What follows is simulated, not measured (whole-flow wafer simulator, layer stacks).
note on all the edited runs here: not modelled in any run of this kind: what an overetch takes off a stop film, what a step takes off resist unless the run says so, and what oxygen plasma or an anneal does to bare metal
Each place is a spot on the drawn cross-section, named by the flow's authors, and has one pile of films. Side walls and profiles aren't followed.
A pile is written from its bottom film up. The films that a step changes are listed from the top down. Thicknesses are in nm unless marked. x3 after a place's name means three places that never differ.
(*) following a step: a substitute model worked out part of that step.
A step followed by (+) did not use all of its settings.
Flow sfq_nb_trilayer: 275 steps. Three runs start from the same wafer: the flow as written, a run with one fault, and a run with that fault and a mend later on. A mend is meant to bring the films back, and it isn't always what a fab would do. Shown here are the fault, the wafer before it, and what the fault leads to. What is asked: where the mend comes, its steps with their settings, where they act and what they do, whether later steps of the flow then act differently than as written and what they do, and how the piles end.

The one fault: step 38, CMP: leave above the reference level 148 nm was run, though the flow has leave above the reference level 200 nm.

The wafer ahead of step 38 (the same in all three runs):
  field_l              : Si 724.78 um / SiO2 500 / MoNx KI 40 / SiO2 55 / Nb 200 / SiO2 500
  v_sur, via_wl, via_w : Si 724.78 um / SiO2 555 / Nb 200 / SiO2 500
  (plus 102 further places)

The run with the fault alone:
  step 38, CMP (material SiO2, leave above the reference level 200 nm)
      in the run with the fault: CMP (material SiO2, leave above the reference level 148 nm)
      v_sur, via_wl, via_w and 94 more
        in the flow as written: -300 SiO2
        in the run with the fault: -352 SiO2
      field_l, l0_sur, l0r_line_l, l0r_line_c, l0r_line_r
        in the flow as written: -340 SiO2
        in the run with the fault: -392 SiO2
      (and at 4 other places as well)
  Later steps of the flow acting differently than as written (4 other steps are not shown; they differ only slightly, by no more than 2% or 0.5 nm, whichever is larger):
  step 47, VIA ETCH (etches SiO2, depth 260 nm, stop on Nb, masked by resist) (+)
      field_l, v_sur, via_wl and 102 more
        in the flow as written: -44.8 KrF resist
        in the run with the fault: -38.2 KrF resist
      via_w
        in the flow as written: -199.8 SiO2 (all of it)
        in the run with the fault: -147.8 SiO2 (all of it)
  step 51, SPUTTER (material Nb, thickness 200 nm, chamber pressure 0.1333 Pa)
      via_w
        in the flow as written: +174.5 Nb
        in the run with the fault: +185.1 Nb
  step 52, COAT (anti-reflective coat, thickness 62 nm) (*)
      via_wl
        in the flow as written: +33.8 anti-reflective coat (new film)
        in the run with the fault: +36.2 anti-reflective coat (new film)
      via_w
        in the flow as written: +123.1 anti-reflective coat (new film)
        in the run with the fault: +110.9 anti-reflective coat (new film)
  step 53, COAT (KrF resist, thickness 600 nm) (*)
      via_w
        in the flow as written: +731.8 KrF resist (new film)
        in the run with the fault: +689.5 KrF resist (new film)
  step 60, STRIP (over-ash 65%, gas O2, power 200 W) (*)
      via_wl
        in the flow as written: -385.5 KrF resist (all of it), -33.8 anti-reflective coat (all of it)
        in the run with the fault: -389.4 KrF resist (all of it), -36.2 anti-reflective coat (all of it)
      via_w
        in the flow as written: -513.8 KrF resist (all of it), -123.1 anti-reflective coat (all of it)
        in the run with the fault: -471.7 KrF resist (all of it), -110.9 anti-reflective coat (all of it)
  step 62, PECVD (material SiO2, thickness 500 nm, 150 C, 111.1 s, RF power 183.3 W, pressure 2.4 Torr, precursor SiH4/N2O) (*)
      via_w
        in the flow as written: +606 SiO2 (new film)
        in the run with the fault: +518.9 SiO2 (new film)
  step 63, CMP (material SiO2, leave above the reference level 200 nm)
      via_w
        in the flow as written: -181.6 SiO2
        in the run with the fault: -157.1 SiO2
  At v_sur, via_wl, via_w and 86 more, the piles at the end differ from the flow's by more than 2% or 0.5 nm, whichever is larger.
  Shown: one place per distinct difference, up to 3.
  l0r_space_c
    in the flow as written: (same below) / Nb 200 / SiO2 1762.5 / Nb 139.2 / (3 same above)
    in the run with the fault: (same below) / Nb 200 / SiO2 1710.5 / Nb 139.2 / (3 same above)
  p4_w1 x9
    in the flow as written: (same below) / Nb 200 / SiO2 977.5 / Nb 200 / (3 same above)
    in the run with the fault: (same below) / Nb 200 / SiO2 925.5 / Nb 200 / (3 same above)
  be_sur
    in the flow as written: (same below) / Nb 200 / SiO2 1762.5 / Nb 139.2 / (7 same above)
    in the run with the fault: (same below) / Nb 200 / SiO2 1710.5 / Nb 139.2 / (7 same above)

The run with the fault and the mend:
  The mend follows step 45.
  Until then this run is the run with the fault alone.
  step 45a, STRIP (over-ash 65%, gas O2, power 200 W) (*)
      field_l, v_sur, via_wl and 102 more
        -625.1 KrF resist (all of it), -62 anti-reflective coat (all of it)
      via_w
        -62 anti-reflective coat (all of it)
  step 45b, PECVD (material SiO2, thickness 52 nm, 150 C, 11.56 s, RF power 183.3 W, pressure 2.4 Torr, precursor SiH4/N2O) (the flow's step 37 again, with other settings)
      field_l, v_sur, via_wl and 103 more
        +52 SiO2
  step 45c, COAT (anti-reflective coat, thickness 62 nm) (the flow's step 40 again)
      field_l, v_sur, via_wl and 103 more
        +62 anti-reflective coat (new film)
  step 45d, COAT (KrF resist, thickness 650 nm) (the flow's step 41 again)
      field_l, v_sur, via_wl and 103 more
        +650 KrF resist (new film)
  step 45e, SOFTBAKE (KrF resist) (the flow's step 42 again)
      does not change any film at any place that is followed
  step 45f, EXPOSE (photomask I0, dose 11.91 mJ/cm2, NA 0.6, wavelength 248 nm) (*) (the flow's step 43 again)
      does not change any film at any place that is followed
  step 45g, PEB (KrF resist, 90 s) (the flow's step 44 again)
      field_l, v_sur, via_wl and 103 more
        -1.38 KrF resist
  step 45h, DEVELOP (KrF resist, thickness 650 nm, 60 s) (the flow's step 45 again)
      field_l, v_sur, via_wl and 102 more
        -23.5 KrF resist
      via_w
        -648.6 KrF resist (all of it)
  Later steps of the flow that are run all act as written at every place that is followed, up to a difference of at most 2% or 0.5 nm, whichever is larger.
  The piles end only slightly different from the flow's at the places that both follow, by no more than 2% or 0.5 nm, whichever is larger.
